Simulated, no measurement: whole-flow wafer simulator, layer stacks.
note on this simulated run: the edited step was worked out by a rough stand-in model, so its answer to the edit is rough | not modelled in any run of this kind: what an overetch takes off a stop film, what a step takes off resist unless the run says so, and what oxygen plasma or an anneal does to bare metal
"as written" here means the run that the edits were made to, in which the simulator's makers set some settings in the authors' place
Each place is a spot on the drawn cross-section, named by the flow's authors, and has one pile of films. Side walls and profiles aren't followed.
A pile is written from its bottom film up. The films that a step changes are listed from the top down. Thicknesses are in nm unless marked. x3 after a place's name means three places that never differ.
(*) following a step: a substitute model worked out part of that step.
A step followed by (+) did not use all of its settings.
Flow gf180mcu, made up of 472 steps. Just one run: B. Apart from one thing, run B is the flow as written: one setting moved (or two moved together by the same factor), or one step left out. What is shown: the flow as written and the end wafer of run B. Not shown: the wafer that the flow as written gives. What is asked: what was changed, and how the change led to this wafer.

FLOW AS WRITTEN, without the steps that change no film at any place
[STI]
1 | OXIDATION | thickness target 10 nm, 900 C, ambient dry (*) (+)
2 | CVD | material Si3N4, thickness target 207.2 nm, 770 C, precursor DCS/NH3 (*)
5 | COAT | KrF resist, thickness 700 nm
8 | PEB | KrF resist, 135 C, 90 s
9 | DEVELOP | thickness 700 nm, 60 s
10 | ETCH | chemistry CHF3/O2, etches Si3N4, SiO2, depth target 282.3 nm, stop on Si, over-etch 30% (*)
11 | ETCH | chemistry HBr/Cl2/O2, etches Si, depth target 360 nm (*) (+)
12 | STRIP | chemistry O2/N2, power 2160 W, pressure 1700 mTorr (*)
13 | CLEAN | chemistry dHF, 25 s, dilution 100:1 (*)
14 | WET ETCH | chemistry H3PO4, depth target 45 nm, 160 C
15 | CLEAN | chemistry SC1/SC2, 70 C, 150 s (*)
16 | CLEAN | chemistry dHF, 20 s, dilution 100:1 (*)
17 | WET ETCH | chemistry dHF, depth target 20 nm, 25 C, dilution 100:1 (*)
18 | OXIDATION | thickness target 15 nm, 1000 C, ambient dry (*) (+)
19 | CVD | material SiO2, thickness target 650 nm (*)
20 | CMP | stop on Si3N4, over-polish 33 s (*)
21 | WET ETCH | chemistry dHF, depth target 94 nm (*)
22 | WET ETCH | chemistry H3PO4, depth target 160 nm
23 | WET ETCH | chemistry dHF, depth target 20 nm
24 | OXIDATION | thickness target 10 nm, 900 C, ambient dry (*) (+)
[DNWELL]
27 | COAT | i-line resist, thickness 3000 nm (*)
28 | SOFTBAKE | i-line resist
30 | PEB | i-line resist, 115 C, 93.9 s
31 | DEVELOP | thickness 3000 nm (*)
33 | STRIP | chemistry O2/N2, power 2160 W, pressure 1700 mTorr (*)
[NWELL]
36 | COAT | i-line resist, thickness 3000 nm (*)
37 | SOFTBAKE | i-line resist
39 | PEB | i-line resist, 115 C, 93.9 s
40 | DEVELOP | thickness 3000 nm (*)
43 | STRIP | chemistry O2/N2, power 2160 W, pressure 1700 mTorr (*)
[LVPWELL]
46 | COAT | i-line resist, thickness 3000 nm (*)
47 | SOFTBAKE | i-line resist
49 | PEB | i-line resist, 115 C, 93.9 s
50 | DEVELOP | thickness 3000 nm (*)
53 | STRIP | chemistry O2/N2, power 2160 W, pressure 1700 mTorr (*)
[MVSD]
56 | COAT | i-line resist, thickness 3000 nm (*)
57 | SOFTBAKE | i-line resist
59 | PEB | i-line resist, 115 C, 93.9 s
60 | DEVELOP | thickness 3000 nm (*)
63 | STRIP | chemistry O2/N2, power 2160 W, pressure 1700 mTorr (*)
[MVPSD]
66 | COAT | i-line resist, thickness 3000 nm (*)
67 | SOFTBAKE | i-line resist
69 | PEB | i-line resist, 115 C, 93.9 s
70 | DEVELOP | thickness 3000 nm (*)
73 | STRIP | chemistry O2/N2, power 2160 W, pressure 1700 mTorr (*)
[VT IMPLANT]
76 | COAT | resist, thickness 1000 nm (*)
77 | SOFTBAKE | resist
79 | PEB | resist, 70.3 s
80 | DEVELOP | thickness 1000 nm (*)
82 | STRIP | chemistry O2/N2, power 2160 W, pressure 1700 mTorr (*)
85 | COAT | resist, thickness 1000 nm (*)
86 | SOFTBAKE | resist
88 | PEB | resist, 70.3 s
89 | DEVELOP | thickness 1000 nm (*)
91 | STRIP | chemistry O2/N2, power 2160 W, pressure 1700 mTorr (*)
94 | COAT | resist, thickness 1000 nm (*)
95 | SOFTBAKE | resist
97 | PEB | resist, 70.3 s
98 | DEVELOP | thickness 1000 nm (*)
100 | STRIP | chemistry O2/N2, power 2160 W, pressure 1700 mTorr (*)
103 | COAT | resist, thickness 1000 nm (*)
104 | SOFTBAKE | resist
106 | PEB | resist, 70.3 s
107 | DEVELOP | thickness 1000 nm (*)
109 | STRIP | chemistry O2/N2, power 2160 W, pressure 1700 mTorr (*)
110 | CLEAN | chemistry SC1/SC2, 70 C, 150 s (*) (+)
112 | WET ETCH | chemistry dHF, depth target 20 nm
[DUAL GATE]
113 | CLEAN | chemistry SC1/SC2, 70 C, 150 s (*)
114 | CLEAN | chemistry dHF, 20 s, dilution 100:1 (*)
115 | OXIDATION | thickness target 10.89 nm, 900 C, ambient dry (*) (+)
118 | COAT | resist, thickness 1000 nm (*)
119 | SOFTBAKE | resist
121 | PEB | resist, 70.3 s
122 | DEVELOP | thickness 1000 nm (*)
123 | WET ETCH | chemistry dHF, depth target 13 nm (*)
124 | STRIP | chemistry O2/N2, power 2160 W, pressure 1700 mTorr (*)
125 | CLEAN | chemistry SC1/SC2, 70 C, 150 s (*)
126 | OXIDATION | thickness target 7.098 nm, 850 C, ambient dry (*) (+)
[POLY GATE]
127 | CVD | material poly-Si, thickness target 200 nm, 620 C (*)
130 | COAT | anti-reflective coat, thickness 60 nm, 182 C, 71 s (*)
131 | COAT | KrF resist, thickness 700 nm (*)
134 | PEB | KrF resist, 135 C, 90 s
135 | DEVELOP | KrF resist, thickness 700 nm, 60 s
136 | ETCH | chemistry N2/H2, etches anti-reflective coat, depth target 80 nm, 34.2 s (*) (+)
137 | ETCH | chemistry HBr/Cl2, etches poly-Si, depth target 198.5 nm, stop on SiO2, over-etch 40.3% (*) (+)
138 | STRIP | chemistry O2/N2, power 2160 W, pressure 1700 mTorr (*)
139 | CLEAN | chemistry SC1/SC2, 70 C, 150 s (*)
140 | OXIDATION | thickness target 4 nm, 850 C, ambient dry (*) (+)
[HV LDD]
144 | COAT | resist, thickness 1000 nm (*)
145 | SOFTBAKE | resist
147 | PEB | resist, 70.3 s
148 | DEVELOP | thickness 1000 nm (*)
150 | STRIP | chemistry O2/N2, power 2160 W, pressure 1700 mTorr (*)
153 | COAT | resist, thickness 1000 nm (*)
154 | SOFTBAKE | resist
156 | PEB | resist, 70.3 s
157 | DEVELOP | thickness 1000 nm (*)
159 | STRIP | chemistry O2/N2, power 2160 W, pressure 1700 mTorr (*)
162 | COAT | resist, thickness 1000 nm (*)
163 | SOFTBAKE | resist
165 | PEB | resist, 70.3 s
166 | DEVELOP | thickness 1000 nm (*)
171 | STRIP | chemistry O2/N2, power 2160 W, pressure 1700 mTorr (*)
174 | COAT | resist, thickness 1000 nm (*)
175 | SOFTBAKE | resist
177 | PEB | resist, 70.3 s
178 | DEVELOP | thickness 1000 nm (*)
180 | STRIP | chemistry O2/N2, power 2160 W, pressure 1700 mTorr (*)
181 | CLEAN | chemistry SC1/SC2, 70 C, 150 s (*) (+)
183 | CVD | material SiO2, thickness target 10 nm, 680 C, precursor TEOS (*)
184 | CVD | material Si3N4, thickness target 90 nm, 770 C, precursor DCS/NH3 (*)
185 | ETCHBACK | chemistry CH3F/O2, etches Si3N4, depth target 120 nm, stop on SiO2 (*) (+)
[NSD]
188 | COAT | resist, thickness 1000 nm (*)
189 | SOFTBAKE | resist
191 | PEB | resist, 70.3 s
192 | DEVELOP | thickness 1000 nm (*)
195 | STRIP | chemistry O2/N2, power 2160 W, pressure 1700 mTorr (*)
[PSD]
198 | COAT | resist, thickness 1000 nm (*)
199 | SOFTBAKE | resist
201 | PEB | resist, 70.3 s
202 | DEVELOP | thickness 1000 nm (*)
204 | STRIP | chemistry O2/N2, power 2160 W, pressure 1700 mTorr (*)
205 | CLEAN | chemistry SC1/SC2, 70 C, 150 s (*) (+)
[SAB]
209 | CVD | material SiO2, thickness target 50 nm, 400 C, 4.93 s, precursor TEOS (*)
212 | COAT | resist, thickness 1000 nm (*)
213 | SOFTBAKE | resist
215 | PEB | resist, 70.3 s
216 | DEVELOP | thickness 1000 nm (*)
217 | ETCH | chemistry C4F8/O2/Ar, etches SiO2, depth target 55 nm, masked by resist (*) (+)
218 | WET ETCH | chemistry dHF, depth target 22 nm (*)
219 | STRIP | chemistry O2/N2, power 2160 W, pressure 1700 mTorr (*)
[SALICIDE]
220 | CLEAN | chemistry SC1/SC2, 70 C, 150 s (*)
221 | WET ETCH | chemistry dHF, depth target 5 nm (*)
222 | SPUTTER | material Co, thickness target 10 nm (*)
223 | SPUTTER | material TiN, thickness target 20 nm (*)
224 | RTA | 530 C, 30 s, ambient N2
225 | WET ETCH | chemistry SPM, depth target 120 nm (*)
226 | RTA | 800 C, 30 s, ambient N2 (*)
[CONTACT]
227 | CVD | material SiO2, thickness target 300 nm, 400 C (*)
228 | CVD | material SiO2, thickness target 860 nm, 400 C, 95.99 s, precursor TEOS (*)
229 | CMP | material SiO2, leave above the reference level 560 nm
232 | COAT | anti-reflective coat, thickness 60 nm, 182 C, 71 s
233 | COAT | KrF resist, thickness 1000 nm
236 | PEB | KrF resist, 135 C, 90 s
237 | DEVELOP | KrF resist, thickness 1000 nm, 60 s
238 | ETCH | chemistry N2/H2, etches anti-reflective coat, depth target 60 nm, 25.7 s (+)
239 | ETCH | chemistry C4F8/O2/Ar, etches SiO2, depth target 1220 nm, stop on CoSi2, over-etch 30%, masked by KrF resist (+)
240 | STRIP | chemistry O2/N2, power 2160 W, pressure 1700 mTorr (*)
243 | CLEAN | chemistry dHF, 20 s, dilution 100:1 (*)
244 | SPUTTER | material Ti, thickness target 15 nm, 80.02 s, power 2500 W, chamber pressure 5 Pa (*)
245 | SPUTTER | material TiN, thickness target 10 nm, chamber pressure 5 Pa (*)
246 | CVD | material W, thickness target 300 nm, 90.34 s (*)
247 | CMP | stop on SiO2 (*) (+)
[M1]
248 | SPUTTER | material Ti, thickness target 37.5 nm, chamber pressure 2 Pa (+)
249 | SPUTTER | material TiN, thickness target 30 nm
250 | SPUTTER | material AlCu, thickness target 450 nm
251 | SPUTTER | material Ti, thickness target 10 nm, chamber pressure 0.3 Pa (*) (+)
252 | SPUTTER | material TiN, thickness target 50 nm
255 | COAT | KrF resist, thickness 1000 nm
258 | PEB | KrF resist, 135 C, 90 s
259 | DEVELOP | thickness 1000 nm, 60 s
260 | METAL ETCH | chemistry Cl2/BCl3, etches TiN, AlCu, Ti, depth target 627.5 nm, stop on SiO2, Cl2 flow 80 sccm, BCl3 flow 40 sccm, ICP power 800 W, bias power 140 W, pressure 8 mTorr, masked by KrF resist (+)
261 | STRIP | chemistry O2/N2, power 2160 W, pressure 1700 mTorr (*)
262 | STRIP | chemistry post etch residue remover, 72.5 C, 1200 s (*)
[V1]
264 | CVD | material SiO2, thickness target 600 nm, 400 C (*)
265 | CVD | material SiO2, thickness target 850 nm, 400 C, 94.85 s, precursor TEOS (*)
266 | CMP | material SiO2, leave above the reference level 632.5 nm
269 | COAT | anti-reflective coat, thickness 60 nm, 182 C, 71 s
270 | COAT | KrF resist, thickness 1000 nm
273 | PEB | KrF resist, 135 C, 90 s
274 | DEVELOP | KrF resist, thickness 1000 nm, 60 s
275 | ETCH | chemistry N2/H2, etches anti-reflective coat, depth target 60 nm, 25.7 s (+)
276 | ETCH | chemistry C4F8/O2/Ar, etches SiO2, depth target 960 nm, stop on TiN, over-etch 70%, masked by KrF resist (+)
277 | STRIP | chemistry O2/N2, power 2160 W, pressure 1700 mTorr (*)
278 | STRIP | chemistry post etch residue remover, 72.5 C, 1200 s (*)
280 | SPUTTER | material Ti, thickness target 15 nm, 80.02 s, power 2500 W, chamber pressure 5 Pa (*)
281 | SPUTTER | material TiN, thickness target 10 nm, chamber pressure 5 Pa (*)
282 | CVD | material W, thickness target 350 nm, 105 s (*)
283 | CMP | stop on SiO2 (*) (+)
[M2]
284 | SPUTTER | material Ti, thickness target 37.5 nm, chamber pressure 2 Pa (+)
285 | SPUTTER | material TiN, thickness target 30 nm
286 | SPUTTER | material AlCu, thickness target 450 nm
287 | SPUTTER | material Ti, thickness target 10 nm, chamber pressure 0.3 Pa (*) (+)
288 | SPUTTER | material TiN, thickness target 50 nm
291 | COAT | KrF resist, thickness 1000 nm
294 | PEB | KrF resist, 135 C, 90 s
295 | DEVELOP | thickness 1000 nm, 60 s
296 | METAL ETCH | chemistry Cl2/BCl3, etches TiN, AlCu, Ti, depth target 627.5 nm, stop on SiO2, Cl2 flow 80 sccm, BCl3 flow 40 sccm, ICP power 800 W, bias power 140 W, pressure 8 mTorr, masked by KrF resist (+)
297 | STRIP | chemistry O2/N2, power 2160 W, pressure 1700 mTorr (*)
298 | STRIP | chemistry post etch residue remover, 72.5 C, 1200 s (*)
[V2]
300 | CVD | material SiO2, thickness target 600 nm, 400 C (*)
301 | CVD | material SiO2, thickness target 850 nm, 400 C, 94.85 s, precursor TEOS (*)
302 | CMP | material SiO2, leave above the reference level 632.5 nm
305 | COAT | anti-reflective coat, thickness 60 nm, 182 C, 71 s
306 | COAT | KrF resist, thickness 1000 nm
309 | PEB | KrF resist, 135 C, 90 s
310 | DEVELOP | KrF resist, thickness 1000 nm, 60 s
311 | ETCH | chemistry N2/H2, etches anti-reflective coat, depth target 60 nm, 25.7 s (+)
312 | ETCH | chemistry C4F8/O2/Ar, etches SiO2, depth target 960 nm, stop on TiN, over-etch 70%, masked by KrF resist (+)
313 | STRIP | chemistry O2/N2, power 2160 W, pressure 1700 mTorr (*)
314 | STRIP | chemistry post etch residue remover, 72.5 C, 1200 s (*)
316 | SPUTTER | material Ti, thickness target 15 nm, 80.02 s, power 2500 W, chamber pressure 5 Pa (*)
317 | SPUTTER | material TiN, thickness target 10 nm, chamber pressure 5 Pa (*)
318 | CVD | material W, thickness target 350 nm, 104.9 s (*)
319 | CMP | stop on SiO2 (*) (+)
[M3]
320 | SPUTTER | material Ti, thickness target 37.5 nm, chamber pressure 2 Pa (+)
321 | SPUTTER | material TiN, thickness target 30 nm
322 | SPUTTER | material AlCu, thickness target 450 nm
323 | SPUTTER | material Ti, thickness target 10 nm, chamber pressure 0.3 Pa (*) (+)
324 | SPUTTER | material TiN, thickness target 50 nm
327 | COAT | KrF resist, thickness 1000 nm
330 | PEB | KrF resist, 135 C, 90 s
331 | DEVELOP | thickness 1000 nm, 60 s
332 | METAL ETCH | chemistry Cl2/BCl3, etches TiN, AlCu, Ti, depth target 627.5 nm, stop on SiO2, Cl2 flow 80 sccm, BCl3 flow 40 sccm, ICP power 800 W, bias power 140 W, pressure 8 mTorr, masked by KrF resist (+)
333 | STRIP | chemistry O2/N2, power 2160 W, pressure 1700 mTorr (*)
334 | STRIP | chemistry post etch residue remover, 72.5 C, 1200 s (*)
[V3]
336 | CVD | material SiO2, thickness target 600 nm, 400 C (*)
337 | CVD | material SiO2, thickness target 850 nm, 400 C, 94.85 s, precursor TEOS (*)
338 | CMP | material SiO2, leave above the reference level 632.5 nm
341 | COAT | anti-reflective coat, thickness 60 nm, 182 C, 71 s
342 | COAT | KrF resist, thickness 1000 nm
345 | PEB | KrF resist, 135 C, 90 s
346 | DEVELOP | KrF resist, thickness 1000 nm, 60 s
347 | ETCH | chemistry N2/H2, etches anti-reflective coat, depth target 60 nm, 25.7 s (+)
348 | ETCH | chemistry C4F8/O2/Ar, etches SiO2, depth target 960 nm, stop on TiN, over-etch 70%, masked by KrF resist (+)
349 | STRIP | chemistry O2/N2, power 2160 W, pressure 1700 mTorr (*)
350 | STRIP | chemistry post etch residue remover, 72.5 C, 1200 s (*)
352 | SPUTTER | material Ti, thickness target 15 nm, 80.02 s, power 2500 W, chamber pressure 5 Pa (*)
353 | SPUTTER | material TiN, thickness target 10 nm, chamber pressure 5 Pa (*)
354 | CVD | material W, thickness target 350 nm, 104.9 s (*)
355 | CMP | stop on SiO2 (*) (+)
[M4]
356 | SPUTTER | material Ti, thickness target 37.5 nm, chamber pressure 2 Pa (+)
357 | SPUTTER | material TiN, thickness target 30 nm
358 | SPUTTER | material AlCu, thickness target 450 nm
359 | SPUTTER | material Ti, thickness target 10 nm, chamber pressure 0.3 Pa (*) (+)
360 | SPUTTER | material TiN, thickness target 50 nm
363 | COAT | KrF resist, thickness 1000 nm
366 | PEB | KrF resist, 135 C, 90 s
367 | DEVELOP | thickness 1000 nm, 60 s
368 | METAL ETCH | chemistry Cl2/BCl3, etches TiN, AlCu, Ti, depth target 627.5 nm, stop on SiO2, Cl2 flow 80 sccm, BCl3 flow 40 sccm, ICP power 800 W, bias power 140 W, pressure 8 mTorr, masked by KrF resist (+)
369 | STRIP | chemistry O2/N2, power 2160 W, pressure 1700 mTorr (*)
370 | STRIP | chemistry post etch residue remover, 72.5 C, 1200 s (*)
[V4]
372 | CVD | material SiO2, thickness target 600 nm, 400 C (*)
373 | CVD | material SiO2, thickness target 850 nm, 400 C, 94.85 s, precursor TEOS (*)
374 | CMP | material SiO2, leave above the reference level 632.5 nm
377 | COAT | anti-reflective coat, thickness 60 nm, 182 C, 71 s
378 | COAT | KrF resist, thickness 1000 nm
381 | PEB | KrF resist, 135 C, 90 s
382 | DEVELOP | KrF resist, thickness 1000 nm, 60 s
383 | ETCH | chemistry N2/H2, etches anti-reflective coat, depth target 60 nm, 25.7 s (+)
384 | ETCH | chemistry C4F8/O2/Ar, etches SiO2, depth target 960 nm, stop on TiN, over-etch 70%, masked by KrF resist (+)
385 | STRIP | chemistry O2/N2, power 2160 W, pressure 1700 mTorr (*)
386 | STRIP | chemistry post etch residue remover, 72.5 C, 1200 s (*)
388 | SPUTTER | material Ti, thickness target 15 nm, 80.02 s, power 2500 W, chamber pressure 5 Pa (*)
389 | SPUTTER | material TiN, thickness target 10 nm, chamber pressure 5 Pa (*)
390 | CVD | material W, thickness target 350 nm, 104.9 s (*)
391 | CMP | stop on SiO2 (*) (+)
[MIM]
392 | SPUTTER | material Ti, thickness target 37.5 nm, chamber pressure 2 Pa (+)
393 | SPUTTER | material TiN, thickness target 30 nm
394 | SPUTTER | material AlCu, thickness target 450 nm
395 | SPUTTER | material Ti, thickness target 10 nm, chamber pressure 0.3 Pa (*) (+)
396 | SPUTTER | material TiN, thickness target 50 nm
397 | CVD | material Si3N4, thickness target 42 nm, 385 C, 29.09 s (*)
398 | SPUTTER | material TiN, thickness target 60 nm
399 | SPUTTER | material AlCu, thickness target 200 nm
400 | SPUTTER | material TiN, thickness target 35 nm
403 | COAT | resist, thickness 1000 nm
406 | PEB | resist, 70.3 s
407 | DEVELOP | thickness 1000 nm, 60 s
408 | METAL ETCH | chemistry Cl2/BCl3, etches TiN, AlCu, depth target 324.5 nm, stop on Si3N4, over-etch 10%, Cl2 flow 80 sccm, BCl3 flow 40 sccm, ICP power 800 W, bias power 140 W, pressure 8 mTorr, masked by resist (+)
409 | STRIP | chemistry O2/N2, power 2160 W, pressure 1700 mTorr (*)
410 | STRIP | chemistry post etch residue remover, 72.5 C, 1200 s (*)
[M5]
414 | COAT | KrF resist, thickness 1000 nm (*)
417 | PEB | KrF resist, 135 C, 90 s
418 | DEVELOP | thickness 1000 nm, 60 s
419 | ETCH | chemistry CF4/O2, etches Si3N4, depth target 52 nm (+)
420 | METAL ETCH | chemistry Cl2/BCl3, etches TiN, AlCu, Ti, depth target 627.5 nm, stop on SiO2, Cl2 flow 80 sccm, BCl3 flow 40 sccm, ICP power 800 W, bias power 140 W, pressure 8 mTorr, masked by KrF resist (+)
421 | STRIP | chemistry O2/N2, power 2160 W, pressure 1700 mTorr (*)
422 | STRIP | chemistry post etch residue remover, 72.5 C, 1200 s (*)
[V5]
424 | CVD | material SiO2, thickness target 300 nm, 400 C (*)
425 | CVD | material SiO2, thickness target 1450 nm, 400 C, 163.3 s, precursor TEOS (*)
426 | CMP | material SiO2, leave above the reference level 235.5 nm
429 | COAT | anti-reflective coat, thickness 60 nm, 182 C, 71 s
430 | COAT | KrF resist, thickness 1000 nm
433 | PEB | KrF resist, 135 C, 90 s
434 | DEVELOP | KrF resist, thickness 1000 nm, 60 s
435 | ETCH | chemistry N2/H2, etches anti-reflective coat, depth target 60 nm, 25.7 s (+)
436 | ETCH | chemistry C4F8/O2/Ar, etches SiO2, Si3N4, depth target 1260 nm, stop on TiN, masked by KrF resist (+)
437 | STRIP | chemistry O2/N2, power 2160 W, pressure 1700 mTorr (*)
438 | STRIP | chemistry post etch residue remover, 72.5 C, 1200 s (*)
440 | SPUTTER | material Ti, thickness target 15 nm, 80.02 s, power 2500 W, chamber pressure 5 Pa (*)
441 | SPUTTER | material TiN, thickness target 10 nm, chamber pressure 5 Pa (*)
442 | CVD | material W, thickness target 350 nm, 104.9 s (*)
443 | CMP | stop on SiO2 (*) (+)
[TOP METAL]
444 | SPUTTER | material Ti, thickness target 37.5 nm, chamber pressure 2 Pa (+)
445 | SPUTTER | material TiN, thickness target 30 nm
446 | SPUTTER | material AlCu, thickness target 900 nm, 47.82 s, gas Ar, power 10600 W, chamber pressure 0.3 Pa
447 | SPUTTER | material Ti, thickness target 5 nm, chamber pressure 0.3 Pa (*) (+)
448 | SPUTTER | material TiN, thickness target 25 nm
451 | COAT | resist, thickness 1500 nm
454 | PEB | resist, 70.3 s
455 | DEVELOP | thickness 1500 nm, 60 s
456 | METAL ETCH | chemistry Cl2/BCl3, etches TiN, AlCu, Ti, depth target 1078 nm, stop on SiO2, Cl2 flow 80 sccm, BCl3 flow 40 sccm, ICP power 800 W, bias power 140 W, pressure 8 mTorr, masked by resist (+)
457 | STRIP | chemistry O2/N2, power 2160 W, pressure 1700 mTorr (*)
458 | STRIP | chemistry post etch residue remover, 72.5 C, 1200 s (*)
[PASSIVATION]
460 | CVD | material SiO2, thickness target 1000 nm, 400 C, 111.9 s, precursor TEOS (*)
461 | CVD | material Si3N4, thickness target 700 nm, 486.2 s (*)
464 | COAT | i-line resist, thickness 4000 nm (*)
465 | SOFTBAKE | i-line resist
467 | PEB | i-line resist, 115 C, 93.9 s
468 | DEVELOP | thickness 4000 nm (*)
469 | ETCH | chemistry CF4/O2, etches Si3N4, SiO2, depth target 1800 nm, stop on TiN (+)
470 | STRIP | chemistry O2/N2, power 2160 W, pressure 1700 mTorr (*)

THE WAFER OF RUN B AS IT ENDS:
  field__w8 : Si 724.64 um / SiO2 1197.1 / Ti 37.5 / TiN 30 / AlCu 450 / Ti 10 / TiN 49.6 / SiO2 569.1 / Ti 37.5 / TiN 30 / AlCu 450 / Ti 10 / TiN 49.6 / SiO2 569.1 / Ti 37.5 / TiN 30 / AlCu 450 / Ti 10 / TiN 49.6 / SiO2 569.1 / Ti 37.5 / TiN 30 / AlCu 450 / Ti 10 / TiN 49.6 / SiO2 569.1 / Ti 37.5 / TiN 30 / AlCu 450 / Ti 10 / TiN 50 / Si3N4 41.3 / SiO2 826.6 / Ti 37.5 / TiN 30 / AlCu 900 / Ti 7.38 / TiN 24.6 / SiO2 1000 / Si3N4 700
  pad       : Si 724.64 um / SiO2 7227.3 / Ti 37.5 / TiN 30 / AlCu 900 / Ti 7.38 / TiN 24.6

The reason: step 447, SPUTTER: thickness target 7.38 nm was run, whereas the flow has thickness target 5 nm.
The wafer itself shows it: field__w8 has Ti 7.38, and step 447 as written asks for 5 nm.

The path from the change to this, step by step:
  447 | SPUTTER | material Ti, thickness target 5 nm, chamber pressure 0.3 Pa (*) (+)
      field, field__w1, field__w2 and 109 more: +7.38 Ti (new film) (as written it would have been: +5 Ti (new film))
  456 | METAL ETCH | chemistry Cl2/BCl3, etches TiN, AlCu, Ti, depth target 1078 nm, stop on SiO2, Cl2 flow 80 sccm, BCl3 flow 40 sccm, ICP power 800 W, bias power 140 W, pressure 8 mTorr, masked by resist (+)
      field, field__w1, field__w2 and 103 more: -25 TiN (all of it), -7.38 Ti (all of it), -900 AlCu (all of it), -30 TiN (all of it), -37.5 Ti (all of it) (as written it would have been: -25 TiN (all of it), -5 Ti (all of it), -900 AlCu (all of it), -30 TiN (all of it), -37.5 Ti (all of it))
